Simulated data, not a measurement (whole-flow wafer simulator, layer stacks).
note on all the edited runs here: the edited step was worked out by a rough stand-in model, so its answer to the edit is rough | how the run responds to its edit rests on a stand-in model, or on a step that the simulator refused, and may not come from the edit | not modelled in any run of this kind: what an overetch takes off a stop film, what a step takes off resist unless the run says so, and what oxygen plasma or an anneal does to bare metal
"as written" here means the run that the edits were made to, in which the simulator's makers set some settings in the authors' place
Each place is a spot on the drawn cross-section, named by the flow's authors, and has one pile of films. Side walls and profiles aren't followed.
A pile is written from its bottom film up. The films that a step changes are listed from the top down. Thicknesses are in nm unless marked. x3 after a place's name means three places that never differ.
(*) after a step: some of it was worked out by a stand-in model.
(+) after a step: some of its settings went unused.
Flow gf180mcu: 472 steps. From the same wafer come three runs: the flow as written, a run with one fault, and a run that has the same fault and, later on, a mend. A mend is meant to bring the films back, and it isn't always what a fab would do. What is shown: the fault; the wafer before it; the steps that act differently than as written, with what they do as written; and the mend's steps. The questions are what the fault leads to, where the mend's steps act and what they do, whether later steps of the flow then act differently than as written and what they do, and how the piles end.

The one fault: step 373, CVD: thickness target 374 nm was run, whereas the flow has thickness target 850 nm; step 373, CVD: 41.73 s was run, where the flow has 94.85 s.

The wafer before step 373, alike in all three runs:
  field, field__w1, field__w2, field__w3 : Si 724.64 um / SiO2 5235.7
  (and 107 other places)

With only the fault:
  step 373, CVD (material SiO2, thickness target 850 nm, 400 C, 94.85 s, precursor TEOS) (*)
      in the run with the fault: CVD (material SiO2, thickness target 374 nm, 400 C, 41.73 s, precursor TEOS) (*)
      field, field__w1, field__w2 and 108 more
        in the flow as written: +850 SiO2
        in the run with the fault: +384 SiO2
  Steps later in the flow that act otherwise than as written (not shown: 2 more steps that differ only slightly, by at most 2% or 0.5 nm, whichever is larger):
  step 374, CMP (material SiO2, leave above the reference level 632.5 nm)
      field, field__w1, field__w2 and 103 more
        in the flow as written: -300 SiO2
        in the run with the fault: nothing
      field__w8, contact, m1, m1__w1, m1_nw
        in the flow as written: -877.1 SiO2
        in the run with the fault: -411.1 SiO2
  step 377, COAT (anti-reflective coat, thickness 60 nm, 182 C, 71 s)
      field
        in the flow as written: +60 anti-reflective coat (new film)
        in the run with the fault: +132.5 anti-reflective coat (new film)
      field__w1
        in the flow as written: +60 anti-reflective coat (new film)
        in the run with the fault: +89.2 anti-reflective coat (new film)
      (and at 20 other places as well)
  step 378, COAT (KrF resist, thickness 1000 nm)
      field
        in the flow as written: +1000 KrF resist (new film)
        in the run with the fault: +970.3 KrF resist (new film)
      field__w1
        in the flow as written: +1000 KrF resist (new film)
        in the run with the fault: +973.7 KrF resist (new film)
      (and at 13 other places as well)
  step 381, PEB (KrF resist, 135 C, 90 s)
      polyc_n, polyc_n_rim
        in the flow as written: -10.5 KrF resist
        in the run with the fault: -12.1 KrF resist
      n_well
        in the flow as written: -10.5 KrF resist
        in the run with the fault: -9.69 KrF resist
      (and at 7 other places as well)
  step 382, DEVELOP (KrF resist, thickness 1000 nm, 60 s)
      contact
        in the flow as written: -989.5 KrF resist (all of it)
        in the run with the fault: -901.3 KrF resist (all of it)
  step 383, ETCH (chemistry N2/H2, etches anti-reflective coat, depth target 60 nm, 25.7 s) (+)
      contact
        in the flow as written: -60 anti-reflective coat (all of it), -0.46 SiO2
        in the run with the fault: -20.4 anti-reflective coat (all of it), -1.48 SiO2
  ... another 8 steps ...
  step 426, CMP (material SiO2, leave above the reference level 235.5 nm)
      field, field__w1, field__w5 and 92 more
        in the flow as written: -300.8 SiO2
        in the run with the fault: -288.4 SiO2
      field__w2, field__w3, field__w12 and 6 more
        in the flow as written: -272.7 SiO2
        in the run with the fault: -259.7 SiO2
  By the end, the piles at field, field__w1, field__w2 and 109 more depart from the flow's by more than 2% or 0.5 nm, whichever is larger.
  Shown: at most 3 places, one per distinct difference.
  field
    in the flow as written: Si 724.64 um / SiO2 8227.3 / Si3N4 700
    in the run with the fault: Si 724.64 um / SiO2 5619.7 / Ti 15 / TiN 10 / W 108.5 / SiO2 2457.8 / Si3N4 700
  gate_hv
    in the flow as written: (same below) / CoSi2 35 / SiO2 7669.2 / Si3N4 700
    in the run with the fault: (same below) / CoSi2 35 / SiO2 5061.6 / Ti 15 / TiN 10 / W 108.5 / SiO2 2457.8 / Si3N4 700
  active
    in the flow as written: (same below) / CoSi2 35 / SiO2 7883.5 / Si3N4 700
    in the run with the fault: (same below) / CoSi2 35 / SiO2 5276 / Ti 15 / TiN 10 / W 108.5 / SiO2 2457.8 / Si3N4 700

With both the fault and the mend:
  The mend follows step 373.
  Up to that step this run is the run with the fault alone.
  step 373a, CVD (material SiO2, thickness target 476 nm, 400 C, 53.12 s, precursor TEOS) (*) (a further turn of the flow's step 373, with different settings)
      field, field__w1, field__w2 and 108 more
        +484 SiO2
  Steps later in the flow that act otherwise than as written:
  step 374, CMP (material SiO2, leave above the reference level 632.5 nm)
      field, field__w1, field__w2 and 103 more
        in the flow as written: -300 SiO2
        in the run with the mend: -318.1 SiO2
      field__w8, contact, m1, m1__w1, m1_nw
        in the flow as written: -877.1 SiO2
        in the run with the mend: -895.2 SiO2
  At every place that both follow, the piles at the end match the flow's.
